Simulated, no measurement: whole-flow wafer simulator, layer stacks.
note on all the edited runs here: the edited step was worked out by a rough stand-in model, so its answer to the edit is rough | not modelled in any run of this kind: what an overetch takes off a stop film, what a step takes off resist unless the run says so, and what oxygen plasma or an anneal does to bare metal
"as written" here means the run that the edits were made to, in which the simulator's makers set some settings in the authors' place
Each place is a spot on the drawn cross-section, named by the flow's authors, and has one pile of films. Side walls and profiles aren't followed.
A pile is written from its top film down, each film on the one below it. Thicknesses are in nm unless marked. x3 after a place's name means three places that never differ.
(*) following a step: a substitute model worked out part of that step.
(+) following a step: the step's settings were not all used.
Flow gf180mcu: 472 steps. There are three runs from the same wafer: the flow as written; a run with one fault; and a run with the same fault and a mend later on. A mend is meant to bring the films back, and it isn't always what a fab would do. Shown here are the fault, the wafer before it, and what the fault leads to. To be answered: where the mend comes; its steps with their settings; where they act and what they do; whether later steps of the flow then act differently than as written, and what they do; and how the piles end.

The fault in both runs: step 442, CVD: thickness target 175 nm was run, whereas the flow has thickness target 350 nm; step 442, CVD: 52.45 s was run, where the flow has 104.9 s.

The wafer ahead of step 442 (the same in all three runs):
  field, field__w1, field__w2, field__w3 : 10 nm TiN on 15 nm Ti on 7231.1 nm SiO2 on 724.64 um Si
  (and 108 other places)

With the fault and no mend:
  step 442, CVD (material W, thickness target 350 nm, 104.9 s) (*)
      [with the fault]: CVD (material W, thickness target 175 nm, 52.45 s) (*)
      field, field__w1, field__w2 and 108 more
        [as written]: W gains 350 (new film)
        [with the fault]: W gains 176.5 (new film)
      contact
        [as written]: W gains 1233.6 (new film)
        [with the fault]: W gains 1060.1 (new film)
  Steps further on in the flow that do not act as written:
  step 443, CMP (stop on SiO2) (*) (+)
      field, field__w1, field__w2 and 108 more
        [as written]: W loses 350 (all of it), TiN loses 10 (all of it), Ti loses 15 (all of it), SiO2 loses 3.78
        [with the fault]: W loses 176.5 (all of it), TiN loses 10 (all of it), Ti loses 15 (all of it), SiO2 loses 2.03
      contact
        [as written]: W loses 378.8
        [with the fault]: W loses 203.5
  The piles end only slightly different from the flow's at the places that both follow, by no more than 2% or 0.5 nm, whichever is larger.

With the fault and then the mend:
  After step 442 comes the mend.
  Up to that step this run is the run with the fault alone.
  step 442a, CVD (material W, thickness target 175 nm, 52.45 s) (the flow's step 442 again, with other settings)
      field, field__w1, field__w2 and 109 more
        W gains 176.5
  Later steps of the flow that are run all act as written at every place that is followed, up to a difference of at most 2% or 0.5 nm, whichever is larger.
  The piles end only slightly different from the flow's at the places that both follow, by no more than 2% or 0.5 nm, whichever is larger.
